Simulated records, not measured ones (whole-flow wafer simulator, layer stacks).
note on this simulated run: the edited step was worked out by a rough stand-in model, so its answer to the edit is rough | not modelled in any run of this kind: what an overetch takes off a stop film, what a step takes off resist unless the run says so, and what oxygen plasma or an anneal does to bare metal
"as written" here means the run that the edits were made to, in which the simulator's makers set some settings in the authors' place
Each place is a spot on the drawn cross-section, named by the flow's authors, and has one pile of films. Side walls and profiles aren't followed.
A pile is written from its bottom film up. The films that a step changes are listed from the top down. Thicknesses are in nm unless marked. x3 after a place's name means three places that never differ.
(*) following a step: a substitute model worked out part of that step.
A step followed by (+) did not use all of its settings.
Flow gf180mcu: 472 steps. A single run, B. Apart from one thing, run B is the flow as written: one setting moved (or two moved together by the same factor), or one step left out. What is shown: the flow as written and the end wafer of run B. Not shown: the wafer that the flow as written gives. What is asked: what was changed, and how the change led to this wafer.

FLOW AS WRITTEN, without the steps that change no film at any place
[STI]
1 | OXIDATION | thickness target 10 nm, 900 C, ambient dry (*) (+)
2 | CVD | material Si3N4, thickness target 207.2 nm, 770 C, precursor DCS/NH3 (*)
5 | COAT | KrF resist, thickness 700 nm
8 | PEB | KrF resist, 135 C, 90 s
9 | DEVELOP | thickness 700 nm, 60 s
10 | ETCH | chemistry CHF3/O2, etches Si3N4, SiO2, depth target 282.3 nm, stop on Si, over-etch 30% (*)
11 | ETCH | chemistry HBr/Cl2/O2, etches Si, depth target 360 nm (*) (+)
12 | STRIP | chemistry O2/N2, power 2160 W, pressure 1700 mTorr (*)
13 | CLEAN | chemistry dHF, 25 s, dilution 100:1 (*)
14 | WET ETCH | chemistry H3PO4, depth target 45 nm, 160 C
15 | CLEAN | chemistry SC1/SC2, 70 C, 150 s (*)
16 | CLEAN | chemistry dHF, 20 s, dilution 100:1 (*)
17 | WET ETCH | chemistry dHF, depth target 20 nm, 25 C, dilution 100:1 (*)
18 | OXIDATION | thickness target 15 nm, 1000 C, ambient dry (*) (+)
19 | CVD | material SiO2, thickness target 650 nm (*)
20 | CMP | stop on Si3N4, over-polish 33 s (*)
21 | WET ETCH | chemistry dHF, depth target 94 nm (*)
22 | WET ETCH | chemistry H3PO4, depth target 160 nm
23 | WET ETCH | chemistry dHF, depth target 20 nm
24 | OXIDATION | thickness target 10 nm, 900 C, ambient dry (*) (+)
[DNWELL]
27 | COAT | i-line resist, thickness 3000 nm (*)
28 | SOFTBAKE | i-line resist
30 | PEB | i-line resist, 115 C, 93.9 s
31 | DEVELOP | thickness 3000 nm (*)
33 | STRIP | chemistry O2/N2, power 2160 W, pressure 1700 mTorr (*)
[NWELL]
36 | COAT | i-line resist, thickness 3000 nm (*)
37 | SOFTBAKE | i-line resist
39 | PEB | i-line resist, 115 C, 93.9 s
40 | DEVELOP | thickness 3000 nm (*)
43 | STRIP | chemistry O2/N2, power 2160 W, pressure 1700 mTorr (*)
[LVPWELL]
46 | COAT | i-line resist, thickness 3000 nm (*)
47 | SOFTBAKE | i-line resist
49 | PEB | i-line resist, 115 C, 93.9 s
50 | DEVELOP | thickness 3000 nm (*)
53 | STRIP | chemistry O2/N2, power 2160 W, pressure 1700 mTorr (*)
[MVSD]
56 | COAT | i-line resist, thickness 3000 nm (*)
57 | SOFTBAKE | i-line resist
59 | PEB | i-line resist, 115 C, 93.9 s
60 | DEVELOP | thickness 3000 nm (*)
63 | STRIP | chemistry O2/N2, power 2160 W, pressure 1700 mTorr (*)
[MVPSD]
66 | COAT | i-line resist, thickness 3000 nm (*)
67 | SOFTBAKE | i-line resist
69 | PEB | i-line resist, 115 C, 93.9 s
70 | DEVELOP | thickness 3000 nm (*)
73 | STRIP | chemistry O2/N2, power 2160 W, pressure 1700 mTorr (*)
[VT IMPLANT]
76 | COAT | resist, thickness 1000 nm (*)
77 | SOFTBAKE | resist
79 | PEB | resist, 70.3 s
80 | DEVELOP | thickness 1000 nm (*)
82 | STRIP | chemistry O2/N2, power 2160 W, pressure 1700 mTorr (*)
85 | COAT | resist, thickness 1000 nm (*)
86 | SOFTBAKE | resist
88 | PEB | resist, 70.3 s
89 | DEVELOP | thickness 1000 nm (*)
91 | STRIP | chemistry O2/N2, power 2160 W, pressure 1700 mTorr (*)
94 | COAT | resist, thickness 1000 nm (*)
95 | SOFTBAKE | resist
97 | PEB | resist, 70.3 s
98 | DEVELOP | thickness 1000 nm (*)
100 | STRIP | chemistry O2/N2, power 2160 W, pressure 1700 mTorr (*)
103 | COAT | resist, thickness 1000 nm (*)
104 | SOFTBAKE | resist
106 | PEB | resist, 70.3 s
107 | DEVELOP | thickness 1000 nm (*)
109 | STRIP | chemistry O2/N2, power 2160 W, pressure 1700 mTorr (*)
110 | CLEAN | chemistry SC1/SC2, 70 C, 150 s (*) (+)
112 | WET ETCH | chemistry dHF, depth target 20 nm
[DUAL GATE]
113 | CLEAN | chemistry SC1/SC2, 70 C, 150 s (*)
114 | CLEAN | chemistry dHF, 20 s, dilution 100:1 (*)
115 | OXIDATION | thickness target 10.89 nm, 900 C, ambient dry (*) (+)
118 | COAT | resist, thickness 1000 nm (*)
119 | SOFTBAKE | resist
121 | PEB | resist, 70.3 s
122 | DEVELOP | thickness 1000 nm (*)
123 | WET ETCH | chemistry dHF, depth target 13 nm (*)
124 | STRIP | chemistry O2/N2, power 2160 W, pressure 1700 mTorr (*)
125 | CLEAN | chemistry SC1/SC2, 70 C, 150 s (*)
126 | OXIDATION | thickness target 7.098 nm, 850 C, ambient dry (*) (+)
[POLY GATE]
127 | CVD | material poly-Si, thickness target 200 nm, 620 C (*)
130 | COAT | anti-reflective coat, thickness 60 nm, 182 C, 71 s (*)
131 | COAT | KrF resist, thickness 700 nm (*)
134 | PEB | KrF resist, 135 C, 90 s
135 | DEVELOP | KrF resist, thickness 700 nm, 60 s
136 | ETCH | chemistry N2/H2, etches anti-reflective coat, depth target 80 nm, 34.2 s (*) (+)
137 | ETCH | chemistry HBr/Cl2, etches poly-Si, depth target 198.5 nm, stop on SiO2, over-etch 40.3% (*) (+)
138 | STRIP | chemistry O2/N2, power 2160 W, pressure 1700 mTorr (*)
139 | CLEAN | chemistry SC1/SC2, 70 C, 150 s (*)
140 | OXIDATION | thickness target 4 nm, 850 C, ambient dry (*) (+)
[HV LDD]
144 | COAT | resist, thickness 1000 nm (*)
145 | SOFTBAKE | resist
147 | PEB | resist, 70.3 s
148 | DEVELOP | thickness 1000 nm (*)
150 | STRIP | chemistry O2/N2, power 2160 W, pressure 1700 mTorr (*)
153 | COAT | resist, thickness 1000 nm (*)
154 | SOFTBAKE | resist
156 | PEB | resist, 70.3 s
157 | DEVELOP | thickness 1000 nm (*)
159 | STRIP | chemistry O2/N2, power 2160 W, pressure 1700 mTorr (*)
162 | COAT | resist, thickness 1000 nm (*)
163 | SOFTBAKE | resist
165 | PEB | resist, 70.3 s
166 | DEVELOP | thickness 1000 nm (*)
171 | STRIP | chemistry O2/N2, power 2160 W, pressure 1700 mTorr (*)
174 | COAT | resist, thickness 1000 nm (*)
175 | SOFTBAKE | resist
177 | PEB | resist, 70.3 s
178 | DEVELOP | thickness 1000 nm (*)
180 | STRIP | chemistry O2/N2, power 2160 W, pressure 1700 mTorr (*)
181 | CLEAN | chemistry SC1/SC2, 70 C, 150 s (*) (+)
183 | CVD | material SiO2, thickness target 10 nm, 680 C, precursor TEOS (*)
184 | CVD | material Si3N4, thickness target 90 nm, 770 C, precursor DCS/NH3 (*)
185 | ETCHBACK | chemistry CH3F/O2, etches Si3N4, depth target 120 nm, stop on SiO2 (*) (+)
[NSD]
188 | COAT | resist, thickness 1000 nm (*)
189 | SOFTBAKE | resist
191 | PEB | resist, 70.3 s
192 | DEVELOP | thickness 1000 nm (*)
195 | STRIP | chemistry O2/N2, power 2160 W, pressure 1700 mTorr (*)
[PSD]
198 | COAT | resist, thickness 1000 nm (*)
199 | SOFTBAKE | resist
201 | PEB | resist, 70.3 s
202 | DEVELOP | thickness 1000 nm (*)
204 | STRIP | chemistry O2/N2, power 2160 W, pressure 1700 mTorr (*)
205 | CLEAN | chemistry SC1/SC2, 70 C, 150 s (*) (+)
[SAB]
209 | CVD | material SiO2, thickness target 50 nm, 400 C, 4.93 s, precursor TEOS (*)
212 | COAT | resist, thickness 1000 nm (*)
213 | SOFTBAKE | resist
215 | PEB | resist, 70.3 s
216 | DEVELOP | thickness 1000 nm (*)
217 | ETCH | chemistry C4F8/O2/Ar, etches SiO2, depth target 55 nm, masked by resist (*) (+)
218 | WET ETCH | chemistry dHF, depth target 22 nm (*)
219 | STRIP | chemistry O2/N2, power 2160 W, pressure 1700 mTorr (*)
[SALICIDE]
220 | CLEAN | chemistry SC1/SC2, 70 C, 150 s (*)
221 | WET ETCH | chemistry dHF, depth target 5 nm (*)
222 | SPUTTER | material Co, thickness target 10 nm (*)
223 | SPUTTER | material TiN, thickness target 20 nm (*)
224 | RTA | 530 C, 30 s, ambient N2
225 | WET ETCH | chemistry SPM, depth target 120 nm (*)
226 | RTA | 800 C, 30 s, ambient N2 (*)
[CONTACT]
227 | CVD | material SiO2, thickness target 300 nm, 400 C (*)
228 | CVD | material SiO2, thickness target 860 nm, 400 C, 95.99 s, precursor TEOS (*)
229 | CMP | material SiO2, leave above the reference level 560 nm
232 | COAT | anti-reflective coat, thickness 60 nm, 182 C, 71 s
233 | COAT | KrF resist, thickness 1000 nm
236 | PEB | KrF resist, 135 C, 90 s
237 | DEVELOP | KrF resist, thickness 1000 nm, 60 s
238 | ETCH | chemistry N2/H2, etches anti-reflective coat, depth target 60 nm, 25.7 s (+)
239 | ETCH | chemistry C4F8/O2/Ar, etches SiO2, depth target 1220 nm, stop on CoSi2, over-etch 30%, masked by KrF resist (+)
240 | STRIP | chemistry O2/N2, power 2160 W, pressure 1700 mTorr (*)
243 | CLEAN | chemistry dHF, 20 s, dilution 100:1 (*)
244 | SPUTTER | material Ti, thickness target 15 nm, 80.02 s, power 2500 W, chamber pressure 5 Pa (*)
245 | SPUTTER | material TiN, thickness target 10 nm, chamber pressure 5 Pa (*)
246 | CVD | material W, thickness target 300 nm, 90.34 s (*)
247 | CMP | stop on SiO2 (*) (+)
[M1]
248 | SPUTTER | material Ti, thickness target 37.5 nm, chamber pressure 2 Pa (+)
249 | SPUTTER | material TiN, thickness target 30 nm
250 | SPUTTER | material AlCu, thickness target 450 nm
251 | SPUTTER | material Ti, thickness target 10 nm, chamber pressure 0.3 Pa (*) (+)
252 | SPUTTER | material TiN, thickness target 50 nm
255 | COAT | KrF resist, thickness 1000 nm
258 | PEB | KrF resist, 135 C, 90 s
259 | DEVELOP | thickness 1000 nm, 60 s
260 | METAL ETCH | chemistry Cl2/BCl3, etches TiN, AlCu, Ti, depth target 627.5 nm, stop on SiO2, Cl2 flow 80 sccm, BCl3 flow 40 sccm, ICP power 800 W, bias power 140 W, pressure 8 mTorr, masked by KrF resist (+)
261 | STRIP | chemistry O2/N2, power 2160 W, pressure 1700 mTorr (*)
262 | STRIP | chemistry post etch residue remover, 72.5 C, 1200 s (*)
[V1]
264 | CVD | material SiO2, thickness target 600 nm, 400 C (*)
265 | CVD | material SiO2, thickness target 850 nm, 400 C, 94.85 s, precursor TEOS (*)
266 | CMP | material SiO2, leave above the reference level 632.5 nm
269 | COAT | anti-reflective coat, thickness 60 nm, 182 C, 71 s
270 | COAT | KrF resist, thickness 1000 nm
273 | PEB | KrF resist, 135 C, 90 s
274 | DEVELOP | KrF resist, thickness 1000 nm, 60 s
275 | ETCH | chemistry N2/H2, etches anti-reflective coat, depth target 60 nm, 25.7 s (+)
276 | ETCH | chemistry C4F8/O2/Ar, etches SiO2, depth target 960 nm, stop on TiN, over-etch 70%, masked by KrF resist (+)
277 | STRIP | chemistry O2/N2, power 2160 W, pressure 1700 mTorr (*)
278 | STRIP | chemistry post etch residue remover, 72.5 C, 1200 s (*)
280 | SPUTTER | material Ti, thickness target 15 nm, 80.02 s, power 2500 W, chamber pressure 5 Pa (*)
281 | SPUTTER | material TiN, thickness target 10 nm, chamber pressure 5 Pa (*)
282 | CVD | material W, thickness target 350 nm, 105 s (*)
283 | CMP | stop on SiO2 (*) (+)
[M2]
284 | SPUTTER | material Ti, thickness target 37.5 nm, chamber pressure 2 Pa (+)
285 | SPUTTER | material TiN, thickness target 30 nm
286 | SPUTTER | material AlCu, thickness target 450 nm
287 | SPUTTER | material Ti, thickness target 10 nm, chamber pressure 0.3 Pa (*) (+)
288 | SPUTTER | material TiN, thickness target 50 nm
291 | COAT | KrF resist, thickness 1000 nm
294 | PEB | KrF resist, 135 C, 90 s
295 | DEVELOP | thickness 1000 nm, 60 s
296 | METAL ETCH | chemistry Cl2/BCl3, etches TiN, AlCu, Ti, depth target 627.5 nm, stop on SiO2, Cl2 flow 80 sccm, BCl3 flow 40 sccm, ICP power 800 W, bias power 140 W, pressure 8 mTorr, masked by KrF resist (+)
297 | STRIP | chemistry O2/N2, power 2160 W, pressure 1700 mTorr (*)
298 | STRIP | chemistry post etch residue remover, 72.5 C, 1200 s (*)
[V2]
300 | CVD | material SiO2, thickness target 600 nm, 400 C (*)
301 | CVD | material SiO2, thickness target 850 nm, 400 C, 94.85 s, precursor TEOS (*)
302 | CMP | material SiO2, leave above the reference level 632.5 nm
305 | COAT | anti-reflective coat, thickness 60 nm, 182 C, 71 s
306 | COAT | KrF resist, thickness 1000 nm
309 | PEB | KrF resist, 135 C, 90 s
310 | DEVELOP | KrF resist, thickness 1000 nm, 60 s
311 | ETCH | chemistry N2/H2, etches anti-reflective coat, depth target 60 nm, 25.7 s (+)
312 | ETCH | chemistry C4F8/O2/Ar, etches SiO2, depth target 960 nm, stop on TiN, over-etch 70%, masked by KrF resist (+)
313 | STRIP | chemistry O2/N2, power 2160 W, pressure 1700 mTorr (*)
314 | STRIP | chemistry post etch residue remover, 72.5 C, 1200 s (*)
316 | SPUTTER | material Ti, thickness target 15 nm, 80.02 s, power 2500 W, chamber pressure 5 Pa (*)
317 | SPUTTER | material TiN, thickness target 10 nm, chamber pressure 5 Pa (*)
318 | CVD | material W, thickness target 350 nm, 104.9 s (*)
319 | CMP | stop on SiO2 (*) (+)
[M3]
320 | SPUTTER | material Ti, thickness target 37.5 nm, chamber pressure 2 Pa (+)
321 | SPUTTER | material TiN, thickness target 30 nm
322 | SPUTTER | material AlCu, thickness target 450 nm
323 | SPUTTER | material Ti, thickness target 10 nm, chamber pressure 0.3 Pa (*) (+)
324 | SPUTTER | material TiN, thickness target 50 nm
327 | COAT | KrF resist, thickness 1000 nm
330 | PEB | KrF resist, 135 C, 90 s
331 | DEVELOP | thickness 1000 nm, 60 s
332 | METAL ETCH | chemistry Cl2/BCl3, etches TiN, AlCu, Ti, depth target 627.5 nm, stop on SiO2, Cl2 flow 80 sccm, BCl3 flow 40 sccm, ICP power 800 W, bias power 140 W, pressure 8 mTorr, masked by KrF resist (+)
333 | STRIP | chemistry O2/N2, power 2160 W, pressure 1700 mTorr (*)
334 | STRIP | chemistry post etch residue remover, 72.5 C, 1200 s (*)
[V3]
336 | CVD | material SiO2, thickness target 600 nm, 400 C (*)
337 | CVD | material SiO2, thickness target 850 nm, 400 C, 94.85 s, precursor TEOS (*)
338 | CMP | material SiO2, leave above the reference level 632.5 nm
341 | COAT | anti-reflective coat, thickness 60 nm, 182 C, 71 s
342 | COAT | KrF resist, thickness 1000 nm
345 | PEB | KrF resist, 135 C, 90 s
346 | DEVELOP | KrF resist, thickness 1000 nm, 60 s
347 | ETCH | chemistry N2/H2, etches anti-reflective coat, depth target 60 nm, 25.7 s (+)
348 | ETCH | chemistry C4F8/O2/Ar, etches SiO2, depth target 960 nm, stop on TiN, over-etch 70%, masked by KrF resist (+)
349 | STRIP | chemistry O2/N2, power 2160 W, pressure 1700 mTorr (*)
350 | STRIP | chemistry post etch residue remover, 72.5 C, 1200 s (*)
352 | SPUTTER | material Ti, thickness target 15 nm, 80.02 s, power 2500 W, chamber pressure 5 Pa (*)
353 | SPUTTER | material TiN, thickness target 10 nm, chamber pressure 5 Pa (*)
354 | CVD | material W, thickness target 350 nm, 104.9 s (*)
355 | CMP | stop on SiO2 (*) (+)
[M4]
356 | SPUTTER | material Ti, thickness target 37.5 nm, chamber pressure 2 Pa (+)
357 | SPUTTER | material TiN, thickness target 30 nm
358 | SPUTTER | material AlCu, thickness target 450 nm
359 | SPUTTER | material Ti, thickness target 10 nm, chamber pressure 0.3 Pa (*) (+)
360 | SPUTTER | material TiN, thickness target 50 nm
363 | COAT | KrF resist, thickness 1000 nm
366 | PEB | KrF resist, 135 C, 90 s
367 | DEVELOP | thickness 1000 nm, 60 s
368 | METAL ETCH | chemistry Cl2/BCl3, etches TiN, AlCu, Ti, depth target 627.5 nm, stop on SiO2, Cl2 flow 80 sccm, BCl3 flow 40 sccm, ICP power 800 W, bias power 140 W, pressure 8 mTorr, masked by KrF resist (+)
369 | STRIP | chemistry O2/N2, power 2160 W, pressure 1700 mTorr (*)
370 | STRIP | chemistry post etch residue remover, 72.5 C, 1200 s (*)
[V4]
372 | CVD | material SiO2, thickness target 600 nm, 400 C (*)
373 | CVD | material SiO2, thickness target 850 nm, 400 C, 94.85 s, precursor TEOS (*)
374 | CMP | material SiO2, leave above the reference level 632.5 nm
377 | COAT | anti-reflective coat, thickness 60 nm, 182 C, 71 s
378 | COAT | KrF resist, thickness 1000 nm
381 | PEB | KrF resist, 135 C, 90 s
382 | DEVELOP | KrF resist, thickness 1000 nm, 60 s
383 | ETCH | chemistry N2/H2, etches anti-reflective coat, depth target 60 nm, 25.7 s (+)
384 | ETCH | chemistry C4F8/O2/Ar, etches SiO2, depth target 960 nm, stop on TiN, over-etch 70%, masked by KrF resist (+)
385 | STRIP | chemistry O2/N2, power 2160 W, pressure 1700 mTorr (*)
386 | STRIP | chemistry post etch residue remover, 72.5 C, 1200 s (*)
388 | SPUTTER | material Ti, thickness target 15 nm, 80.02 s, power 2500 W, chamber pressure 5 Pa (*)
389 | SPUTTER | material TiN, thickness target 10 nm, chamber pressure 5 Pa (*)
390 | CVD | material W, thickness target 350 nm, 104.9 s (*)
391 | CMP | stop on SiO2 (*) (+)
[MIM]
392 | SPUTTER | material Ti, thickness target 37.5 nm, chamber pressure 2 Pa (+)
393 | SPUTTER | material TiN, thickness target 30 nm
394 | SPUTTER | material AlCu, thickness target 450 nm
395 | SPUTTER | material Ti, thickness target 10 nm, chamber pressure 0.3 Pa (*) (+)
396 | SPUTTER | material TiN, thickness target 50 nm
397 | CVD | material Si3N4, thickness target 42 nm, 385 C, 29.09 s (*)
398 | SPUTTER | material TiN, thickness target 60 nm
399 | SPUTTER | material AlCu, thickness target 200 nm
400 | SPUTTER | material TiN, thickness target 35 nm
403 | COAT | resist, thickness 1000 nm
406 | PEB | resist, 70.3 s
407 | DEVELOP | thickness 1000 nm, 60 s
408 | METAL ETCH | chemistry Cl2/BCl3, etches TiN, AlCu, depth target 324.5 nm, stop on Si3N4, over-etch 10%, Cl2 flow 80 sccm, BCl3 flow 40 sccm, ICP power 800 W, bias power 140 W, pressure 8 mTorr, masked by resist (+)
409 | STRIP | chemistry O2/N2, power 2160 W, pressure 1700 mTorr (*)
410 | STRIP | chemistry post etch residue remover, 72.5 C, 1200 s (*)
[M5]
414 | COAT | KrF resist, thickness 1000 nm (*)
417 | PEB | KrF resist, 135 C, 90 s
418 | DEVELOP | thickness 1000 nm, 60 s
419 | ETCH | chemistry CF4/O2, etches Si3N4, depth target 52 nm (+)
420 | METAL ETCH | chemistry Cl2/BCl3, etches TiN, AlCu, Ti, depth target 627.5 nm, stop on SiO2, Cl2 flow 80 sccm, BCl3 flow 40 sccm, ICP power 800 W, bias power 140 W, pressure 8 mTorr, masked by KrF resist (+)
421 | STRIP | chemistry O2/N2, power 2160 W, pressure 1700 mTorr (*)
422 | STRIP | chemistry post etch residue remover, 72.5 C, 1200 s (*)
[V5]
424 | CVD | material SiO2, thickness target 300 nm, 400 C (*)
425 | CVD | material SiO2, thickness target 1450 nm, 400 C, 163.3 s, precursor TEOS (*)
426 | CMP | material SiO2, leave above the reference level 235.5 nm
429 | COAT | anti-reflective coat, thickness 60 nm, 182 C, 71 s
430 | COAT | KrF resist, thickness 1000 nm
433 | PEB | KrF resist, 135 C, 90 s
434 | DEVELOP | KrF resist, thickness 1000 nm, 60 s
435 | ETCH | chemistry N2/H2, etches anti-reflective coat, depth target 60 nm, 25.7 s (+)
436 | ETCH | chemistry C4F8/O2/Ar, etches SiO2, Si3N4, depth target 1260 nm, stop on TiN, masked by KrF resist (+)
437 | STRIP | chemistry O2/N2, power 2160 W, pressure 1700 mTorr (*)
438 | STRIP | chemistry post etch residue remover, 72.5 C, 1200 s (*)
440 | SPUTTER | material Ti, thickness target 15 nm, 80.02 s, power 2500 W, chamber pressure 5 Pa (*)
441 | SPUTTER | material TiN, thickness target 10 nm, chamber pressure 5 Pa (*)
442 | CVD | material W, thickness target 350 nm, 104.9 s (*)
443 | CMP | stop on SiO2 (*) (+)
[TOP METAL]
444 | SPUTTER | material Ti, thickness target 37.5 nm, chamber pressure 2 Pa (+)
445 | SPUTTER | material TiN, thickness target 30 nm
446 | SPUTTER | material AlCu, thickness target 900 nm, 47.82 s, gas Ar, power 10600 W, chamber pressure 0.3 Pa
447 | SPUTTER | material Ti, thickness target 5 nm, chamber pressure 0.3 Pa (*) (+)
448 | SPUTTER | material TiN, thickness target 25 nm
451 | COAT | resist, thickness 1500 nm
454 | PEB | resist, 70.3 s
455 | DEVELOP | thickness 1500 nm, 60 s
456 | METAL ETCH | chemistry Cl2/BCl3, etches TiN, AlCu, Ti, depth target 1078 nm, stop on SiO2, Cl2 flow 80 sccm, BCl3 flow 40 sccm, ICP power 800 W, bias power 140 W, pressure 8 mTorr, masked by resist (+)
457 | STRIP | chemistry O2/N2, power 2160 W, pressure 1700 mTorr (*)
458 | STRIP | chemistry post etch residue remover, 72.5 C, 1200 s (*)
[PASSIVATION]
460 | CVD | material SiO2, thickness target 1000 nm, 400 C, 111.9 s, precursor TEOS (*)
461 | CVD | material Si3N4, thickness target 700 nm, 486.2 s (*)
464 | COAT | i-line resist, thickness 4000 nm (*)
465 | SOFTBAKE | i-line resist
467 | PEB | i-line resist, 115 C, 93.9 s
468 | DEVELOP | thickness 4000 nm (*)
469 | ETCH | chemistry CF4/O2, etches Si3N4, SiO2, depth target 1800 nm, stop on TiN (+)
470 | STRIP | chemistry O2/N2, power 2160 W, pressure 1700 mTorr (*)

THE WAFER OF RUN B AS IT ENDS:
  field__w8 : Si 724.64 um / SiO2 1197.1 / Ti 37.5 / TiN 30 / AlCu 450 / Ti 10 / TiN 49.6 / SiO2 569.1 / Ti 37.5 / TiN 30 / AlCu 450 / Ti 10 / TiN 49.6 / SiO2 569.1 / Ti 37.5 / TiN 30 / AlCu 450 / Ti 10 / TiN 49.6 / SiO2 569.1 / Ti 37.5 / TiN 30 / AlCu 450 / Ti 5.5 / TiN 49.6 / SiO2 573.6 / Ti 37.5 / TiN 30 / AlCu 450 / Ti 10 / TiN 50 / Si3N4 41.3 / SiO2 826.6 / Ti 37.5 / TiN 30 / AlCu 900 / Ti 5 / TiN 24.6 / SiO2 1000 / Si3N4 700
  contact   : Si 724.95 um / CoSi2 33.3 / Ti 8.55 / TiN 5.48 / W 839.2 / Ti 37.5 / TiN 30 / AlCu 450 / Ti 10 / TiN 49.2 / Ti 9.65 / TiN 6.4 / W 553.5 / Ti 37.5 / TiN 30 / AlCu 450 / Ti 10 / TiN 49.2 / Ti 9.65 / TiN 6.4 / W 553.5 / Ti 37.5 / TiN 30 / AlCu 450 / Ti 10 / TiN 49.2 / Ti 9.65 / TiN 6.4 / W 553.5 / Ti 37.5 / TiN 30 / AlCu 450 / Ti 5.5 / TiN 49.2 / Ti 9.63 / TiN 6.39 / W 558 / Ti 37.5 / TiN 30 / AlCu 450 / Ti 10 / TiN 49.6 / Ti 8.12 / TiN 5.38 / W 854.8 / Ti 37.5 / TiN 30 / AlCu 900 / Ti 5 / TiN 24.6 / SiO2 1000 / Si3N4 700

What caused this: step 359, SPUTTER: thickness target 5.5 nm was run, whereas the flow has thickness target 10 nm.
One can read it off the wafer: field__w8 has Ti 5.5, and step 359 as written asks for 10 nm.

Step by step, how the change led to this:
  359 | SPUTTER | material Ti, thickness target 10 nm, chamber pressure 0.3 Pa (*) (+)
      field, field__w1, field__w2 and 108 more: +5.5 Ti (new film) (in the flow as written it would be: +10 Ti (new film))
  368 | METAL ETCH | chemistry Cl2/BCl3, etches TiN, AlCu, Ti, depth target 627.5 nm, stop on SiO2, Cl2 flow 80 sccm, BCl3 flow 40 sccm, ICP power 800 W, bias power 140 W, pressure 8 mTorr, masked by KrF resist (+)
      field, field__w1, field__w2 and 103 more: -50 TiN (all of it), -5.5 Ti (all of it), -450 AlCu (all of it), -30 TiN (all of it), -37.5 Ti (all of it) (in the flow as written it would be: -50 TiN (all of it), -10 Ti (all of it), -450 AlCu (all of it), -30 TiN (all of it), -37.5 Ti (all of it))
